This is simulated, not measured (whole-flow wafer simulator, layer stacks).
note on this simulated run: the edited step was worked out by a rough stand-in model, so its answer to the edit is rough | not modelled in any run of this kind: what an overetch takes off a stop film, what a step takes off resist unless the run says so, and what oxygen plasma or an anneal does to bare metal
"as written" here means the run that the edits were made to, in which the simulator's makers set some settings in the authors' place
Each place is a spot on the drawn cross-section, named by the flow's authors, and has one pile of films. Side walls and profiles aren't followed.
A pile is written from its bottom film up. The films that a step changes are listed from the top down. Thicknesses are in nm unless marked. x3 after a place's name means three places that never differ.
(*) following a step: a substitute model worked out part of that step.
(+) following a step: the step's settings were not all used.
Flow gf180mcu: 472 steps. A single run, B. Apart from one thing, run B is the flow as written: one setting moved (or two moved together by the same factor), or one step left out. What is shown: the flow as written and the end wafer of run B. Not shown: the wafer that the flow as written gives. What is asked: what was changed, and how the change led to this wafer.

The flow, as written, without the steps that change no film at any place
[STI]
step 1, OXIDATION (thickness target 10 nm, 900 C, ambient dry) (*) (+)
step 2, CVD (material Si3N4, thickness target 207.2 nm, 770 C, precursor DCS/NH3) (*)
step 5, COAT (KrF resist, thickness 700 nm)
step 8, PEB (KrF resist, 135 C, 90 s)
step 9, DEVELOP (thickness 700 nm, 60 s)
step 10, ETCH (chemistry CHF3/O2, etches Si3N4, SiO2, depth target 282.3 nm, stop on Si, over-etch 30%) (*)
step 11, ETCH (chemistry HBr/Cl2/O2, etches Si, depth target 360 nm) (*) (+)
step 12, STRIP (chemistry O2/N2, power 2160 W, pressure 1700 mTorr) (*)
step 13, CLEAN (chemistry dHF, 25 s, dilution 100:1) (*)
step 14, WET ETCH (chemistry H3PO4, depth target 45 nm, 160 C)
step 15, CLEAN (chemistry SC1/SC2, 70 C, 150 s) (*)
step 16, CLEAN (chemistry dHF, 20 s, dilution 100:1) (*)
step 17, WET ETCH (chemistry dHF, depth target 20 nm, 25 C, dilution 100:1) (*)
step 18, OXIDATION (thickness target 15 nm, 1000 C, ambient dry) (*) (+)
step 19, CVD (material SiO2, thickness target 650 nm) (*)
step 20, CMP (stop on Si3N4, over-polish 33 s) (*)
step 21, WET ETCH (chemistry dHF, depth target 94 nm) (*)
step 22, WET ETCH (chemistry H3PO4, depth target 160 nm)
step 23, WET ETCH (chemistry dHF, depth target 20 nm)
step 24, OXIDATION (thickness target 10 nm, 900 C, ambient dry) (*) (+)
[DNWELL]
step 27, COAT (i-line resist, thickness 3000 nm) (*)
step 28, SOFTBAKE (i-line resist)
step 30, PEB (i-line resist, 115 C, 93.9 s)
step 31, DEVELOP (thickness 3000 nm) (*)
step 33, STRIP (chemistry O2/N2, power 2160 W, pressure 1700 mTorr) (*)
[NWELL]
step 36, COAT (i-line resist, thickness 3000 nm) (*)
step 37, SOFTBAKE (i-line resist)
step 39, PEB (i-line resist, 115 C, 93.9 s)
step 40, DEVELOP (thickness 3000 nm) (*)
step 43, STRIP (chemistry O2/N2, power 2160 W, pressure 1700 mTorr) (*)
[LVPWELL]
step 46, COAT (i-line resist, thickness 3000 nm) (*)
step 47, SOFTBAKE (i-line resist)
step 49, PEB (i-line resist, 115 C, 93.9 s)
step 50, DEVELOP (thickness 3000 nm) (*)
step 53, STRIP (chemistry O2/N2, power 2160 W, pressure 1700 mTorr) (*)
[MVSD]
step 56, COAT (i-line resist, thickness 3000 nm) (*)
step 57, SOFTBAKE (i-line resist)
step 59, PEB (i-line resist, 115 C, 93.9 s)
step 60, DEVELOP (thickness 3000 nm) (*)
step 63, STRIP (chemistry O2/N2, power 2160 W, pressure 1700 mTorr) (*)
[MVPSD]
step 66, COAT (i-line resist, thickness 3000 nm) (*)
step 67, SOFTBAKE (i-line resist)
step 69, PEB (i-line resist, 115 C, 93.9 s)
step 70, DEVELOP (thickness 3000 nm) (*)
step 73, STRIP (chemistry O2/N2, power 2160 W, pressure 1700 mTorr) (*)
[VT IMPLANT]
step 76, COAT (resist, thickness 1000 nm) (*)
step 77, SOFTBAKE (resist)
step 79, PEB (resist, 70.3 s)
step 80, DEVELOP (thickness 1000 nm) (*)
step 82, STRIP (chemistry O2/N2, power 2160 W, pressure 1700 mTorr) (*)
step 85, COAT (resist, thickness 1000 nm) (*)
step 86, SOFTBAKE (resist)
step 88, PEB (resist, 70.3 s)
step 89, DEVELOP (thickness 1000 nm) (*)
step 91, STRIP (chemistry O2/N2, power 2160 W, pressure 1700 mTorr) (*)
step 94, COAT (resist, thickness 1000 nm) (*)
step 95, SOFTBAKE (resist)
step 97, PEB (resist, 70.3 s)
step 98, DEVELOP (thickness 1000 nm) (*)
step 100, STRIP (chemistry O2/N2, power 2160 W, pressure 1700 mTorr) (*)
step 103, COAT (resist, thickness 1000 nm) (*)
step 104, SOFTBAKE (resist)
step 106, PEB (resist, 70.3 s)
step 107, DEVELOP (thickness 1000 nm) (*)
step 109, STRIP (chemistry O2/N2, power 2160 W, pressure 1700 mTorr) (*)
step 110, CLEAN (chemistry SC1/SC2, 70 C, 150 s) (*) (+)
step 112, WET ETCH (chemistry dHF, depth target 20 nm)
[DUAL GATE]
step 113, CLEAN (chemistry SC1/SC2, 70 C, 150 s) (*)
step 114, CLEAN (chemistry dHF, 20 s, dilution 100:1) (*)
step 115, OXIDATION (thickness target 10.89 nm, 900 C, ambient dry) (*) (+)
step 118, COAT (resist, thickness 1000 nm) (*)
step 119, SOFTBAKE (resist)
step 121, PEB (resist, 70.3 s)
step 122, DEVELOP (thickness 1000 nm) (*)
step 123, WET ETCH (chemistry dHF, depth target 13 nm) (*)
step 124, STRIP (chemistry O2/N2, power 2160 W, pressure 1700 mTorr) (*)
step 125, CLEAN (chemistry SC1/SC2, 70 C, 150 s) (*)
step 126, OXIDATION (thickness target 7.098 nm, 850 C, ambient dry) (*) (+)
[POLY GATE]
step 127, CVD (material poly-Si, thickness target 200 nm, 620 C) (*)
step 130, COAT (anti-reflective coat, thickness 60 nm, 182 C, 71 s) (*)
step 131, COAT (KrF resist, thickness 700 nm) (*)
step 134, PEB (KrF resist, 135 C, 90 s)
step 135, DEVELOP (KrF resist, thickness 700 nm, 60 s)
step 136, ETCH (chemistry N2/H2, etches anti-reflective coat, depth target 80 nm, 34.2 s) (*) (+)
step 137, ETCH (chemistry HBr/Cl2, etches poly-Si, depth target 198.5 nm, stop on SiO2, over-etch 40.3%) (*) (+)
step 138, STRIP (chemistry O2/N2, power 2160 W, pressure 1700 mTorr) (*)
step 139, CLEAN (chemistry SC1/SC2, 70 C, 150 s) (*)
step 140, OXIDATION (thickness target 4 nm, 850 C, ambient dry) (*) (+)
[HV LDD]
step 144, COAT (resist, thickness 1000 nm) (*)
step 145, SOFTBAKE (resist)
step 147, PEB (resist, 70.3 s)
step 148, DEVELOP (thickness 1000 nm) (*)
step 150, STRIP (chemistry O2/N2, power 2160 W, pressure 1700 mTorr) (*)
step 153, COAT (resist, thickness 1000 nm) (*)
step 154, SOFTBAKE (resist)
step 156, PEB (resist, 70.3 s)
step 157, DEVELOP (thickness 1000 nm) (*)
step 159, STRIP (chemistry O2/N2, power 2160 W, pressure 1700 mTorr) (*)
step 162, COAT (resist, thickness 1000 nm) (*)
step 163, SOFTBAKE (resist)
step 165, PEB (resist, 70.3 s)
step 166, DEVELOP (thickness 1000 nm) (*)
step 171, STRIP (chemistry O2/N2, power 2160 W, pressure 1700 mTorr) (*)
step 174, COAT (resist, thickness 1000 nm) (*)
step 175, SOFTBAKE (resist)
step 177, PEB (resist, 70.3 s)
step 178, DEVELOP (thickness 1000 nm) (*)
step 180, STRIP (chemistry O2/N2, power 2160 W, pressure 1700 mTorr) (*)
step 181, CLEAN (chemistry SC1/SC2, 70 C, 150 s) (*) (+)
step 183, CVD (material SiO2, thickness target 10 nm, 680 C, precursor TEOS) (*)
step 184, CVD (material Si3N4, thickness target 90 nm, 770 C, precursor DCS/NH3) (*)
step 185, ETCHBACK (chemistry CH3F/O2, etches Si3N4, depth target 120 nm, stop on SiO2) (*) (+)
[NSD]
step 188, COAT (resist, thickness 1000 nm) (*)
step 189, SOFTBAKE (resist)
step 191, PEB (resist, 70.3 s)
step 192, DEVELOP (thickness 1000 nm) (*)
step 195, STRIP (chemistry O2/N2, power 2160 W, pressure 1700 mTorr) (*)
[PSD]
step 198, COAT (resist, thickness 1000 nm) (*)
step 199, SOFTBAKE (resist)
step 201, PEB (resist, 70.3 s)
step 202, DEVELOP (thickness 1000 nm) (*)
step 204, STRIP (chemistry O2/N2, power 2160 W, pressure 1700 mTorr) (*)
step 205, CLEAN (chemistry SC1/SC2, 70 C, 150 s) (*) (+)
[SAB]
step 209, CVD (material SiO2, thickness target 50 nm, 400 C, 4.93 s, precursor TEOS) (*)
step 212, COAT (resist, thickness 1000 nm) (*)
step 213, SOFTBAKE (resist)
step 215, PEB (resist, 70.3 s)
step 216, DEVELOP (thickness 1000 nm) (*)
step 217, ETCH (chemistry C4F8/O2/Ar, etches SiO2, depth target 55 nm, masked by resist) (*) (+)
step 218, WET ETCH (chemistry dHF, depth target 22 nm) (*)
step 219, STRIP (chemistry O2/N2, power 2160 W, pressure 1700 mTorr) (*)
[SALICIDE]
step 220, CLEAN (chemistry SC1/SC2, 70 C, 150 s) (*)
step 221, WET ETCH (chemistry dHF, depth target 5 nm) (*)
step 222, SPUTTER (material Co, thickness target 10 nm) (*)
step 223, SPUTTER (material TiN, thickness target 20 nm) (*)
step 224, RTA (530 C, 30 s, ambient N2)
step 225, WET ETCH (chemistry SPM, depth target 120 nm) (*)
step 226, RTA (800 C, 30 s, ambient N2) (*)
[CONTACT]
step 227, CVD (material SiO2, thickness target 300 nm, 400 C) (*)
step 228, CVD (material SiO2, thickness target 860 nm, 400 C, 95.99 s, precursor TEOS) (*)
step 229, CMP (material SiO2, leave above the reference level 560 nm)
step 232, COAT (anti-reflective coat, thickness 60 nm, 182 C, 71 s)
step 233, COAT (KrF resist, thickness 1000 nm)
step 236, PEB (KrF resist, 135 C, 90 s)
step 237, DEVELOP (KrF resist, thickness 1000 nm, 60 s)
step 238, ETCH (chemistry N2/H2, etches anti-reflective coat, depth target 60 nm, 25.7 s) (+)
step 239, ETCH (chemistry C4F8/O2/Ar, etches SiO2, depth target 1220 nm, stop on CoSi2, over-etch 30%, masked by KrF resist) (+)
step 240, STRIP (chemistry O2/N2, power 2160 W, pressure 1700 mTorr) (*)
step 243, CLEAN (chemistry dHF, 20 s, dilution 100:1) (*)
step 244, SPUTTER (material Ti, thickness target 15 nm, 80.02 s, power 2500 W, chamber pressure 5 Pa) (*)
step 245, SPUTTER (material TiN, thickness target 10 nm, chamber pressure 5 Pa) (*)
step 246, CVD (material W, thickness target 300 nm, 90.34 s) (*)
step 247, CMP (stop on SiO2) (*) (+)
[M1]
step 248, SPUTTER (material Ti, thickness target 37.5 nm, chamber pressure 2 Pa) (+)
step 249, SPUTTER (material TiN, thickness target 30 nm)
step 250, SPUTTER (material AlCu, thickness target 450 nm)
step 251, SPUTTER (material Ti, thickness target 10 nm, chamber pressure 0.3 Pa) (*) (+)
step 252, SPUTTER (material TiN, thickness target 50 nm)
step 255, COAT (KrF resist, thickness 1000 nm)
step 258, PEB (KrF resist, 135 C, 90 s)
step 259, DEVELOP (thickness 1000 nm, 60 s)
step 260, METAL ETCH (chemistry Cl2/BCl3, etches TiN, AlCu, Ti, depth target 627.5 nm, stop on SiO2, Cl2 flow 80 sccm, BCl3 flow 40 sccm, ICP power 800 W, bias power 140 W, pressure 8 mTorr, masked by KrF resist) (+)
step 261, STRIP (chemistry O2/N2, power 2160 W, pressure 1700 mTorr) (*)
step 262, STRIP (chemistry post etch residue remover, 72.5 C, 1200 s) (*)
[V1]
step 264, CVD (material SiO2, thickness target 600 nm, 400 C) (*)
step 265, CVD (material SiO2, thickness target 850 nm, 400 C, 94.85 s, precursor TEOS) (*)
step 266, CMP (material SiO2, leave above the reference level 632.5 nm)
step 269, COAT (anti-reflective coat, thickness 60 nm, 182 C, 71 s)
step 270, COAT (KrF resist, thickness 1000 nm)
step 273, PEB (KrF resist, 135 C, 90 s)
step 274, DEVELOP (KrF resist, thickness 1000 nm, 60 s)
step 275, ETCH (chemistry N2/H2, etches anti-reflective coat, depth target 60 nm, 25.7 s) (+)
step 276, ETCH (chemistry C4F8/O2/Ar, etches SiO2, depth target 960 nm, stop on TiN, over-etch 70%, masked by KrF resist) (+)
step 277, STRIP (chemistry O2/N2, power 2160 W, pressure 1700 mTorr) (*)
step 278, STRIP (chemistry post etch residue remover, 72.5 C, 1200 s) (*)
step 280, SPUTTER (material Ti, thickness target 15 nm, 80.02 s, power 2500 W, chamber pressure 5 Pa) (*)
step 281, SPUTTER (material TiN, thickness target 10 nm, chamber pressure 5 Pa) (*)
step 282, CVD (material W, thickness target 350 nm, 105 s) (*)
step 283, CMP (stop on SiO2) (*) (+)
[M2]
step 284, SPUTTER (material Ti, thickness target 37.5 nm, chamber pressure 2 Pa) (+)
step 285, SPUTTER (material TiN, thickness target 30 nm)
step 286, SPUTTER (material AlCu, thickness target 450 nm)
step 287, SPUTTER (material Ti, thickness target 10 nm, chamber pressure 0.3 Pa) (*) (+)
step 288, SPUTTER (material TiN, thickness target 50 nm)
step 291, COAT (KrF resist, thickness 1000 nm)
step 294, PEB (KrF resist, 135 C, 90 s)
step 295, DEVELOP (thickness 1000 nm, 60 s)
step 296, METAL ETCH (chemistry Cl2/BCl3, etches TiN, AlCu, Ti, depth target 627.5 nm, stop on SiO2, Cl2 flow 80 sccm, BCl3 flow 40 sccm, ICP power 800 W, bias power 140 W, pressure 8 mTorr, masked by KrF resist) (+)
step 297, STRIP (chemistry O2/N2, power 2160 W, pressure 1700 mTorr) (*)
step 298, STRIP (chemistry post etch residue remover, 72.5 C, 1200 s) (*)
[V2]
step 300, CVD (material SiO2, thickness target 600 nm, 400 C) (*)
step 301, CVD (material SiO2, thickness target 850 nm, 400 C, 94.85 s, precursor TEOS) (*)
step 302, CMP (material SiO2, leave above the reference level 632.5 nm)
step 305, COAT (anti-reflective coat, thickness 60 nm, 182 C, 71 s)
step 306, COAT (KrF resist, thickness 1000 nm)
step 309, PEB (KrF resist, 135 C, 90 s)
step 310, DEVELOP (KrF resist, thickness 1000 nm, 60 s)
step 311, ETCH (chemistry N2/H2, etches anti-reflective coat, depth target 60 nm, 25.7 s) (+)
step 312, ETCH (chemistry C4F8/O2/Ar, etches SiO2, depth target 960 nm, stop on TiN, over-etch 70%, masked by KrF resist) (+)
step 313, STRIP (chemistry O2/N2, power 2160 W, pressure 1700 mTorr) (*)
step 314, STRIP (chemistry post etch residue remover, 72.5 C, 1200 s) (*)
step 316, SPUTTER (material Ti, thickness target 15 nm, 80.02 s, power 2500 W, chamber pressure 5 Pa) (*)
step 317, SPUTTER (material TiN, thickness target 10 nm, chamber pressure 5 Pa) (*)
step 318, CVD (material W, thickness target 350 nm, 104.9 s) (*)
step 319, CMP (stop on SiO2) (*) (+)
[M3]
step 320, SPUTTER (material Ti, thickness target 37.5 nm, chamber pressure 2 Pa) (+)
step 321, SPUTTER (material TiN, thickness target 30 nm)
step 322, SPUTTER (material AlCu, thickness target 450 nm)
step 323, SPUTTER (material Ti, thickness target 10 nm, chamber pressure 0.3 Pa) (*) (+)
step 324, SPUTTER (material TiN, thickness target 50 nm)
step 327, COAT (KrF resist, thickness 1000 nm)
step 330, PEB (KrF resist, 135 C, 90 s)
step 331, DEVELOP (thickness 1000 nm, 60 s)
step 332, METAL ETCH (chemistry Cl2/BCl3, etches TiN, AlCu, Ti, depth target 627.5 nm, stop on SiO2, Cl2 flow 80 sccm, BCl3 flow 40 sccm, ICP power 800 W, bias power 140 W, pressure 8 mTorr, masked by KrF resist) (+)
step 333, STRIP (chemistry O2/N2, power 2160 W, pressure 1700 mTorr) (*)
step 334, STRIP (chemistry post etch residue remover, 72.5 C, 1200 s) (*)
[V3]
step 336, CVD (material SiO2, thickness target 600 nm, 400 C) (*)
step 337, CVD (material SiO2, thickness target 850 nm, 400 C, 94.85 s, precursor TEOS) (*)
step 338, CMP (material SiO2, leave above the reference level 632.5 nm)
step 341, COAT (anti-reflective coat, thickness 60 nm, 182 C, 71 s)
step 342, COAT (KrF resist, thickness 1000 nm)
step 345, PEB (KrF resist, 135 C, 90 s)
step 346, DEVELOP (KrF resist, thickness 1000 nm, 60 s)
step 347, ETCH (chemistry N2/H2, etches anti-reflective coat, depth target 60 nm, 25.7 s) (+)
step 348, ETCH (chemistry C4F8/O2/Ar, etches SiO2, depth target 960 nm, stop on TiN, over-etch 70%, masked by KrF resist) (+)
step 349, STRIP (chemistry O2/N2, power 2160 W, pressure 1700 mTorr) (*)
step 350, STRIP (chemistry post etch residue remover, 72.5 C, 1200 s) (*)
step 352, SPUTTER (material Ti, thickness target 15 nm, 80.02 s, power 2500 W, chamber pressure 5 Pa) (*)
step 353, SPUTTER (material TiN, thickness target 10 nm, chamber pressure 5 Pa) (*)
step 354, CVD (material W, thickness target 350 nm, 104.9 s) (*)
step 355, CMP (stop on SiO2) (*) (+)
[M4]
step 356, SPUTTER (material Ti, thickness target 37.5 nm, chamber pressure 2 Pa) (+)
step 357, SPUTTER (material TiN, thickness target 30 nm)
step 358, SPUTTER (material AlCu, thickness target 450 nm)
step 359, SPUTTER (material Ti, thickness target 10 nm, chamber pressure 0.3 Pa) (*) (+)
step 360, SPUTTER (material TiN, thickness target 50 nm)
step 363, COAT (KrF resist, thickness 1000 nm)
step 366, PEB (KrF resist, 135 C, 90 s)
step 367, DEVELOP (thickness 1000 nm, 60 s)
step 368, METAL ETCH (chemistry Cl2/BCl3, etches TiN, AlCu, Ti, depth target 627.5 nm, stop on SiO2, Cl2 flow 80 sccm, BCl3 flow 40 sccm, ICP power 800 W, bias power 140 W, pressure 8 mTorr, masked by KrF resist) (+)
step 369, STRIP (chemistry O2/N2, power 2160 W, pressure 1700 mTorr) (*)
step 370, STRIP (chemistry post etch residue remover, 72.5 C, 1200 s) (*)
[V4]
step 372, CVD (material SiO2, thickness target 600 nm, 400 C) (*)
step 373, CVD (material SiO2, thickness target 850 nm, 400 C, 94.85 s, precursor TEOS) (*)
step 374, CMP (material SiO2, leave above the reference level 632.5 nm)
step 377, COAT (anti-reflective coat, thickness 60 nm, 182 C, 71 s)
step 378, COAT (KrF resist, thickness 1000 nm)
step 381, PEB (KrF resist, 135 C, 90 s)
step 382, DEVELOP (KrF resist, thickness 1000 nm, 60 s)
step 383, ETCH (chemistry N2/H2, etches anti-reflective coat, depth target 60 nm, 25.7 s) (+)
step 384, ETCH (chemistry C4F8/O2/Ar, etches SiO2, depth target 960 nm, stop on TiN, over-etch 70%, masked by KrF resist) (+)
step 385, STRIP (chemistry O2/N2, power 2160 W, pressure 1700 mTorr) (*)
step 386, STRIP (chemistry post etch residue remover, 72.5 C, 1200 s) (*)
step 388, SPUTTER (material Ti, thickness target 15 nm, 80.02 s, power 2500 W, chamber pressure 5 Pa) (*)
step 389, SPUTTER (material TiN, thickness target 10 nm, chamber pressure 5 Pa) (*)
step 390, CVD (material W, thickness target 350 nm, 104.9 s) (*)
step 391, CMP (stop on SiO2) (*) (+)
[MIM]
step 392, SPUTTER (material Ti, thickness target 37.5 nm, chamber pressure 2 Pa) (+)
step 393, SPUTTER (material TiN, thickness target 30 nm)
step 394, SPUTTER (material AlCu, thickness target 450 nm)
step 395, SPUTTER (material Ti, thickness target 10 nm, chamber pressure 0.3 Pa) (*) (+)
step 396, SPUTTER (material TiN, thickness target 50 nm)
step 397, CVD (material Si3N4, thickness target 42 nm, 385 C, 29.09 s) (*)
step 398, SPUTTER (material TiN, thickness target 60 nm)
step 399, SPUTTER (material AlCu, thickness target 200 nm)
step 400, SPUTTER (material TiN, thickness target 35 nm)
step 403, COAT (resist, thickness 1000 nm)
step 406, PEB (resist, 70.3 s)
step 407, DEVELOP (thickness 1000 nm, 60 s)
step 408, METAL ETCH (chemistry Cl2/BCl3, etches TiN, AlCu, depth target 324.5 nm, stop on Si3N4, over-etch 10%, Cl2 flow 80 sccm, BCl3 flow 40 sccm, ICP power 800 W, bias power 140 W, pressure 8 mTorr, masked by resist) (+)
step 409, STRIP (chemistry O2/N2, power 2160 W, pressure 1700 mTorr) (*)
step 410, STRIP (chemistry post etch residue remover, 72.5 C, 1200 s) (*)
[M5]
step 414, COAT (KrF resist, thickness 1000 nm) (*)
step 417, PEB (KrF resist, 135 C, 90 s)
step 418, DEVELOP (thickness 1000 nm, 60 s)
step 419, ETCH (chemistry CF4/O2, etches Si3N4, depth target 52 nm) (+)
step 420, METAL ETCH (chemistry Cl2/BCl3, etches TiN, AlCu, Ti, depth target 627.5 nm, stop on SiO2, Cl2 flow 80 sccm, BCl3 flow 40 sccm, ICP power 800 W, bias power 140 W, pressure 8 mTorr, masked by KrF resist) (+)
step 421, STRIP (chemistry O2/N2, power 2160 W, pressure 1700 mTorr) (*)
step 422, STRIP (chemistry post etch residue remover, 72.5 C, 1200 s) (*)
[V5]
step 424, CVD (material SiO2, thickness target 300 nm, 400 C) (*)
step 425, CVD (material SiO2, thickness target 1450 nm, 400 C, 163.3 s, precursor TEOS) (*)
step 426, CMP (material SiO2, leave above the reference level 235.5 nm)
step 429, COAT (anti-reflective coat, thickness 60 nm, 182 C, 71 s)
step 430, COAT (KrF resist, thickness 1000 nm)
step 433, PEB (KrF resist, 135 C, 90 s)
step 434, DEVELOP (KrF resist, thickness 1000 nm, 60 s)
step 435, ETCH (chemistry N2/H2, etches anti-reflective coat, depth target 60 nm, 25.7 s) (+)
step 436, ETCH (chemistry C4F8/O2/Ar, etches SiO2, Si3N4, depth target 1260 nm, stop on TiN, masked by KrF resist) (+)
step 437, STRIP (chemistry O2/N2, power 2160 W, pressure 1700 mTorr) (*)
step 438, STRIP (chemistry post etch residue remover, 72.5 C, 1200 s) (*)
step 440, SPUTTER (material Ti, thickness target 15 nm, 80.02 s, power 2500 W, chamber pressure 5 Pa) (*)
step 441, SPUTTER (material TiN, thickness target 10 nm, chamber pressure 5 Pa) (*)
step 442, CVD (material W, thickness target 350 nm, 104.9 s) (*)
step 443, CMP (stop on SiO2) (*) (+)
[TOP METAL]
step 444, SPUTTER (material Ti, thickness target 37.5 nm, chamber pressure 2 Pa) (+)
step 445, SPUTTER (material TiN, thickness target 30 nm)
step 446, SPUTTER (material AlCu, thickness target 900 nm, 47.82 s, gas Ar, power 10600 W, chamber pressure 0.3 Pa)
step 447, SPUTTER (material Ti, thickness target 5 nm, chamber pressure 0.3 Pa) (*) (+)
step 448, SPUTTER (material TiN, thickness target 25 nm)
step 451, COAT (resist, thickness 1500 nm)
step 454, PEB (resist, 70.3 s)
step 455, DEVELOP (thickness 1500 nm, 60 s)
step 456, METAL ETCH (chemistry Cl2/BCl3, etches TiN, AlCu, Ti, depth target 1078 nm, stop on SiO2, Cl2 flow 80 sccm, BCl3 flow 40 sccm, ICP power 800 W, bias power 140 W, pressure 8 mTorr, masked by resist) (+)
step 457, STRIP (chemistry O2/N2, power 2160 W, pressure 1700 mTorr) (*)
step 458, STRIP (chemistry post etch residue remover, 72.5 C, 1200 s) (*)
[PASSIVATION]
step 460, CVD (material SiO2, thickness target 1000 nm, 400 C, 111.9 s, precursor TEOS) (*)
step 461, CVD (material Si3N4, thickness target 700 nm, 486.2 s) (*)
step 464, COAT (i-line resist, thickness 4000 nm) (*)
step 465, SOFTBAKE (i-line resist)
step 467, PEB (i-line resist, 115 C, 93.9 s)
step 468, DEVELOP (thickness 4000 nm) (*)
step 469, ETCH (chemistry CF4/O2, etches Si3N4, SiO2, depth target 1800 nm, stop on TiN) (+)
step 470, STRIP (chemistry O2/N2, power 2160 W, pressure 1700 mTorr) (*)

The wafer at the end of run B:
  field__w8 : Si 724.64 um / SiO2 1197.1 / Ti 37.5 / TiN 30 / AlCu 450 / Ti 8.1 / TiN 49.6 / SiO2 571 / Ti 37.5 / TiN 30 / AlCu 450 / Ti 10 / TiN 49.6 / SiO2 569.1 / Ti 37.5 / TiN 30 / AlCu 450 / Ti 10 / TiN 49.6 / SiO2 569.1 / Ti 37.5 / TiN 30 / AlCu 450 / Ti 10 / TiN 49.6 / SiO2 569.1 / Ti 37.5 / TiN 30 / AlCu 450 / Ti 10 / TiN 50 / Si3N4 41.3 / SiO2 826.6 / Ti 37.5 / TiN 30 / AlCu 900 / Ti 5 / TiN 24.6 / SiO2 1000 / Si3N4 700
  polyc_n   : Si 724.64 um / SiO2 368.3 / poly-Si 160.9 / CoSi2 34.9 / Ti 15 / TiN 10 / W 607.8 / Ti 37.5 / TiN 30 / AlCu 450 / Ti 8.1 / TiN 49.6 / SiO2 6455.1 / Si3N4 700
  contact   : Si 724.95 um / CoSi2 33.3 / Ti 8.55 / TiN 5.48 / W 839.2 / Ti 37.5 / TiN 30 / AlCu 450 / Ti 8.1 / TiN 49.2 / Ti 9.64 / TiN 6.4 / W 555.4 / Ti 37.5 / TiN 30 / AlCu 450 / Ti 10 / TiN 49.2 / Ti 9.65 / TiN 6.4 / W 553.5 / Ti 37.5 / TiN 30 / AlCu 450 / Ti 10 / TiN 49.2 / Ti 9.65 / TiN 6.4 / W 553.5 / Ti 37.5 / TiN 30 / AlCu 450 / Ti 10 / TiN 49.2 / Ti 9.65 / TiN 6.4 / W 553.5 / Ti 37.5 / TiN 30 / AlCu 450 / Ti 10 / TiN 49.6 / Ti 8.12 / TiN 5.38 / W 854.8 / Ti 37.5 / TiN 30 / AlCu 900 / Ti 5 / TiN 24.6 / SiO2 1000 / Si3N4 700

What caused this: step 251, SPUTTER: thickness target 8.1 nm was run, whereas the flow has thickness target 10 nm.
One can read it off the wafer: field__w8 has Ti 8.1, and step 251 as written asks for 10 nm.

How this came from the change, step by step:
  step 251, SPUTTER (material Ti, thickness target 10 nm, chamber pressure 0.3 Pa) (*) (+)
      field, field__w1, field__w2 and 108 more: +8.1 Ti (new film) (as written it would have been: +10 Ti (new film))
  step 260, METAL ETCH (chemistry Cl2/BCl3, etches TiN, AlCu, Ti, depth target 627.5 nm, stop on SiO2, Cl2 flow 80 sccm, BCl3 flow 40 sccm, ICP power 800 W, bias power 140 W, pressure 8 mTorr, masked by KrF resist) (+)
      field, field__w1, field__w2 and 99 more: -50 TiN (all of it), -8.1 Ti (all of it), -450 AlCu (all of it), -30 TiN (all of it), -37.5 Ti (all of it) (as written it would have been: -50 TiN (all of it), -10 Ti (all of it), -450 AlCu (all of it), -30 TiN (all of it), -37.5 Ti (all of it))
